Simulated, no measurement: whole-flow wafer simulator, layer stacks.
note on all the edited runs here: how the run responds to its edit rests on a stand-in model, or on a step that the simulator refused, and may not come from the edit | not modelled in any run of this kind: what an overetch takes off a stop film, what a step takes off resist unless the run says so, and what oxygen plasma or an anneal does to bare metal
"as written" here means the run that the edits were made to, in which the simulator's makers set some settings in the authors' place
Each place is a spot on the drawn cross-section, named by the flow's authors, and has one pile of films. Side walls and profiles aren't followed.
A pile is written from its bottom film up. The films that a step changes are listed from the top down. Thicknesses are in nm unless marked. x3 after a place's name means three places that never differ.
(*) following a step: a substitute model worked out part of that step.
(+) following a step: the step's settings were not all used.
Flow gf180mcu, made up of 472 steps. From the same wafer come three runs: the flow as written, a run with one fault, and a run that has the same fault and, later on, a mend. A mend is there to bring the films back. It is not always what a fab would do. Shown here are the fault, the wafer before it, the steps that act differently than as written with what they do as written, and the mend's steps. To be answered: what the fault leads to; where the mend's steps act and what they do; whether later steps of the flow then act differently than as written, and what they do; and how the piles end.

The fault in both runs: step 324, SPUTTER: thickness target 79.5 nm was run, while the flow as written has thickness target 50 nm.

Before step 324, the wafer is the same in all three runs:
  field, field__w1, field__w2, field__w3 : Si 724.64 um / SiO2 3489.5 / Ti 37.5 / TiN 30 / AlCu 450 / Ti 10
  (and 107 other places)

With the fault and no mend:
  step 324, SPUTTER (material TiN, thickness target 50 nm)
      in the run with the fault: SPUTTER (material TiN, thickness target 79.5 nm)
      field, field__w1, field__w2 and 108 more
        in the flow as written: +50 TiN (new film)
        in the run with the fault: +79.5 TiN (new film)
  Later steps of the flow acting differently than as written (3 other steps are not shown; they differ only slightly, by no more than 2% or 0.5 nm, whichever is larger):
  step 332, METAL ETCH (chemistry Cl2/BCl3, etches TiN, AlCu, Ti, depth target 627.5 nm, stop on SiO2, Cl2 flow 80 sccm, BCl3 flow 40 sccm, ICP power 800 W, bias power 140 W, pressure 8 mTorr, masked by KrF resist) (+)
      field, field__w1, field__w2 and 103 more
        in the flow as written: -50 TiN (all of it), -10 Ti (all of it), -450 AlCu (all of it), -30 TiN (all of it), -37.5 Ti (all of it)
        in the run with the fault: -79.5 TiN (all of it), -10 Ti (all of it), -450 AlCu (all of it), -30 TiN (all of it), -37.5 Ti (all of it)
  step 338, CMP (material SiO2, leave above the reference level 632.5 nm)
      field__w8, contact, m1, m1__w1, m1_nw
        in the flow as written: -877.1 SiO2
        in the run with the fault: -906.6 SiO2
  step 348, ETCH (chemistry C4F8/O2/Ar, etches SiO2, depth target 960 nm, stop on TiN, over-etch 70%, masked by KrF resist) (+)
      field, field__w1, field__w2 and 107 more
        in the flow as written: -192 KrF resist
        in the run with the fault: -184.6 KrF resist
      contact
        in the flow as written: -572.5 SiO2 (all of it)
        in the run with the fault: -543 SiO2 (all of it)
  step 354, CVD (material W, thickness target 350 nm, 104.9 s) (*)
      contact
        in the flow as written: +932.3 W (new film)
        in the run with the fault: +902.5 W (new film)
  At field__w8, contact, m1, m1__w1, m1_nw, the piles at the end differ from the flow's by more than 2% or 0.5 nm, whichever is larger.
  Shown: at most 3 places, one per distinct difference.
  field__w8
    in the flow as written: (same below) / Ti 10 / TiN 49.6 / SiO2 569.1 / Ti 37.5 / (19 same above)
    in the run with the fault: (same below) / Ti 10 / TiN 79.1 / SiO2 539.6 / Ti 37.5 / (19 same above)
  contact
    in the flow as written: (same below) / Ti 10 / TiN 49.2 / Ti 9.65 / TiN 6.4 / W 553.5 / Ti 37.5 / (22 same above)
    in the run with the fault: (same below) / Ti 10 / TiN 78.7 / Ti 9.82 / TiN 6.51 / W 523.7 / Ti 37.5 / (22 same above)

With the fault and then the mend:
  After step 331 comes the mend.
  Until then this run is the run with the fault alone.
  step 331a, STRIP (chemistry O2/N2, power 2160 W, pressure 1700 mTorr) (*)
      field__w8, contact, m1, m1__w1, m1_nw
        -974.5 KrF resist (all of it)
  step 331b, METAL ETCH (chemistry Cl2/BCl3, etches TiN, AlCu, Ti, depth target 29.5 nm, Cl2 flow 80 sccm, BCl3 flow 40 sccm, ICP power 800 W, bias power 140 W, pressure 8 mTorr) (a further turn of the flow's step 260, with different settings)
      field, field__w1, field__w2 and 108 more
        -29.5 TiN
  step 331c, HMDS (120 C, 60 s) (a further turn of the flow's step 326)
      does not change any film at any place that is followed
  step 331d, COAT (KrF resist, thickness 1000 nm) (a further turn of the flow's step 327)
      field, field__w1, field__w2 and 108 more
        +1000 KrF resist (new film)
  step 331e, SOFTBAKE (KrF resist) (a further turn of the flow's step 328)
      does not change any film at any place that is followed
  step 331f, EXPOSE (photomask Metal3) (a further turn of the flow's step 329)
      does not change any film at any place that is followed
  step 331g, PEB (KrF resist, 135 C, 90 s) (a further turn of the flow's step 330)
      field, field__w1, field__w2 and 108 more
        -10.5 KrF resist
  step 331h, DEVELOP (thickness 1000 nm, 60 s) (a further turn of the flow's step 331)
      field, field__w1, field__w2 and 103 more
        -989.5 KrF resist (all of it)
      field__w8, contact, m1, m1__w1, m1_nw
        -14.9 KrF resist
  None of the later steps of the flow acts differently than as written at any place that is followed.
  The piles end the same as the flow's at every place that both follow.
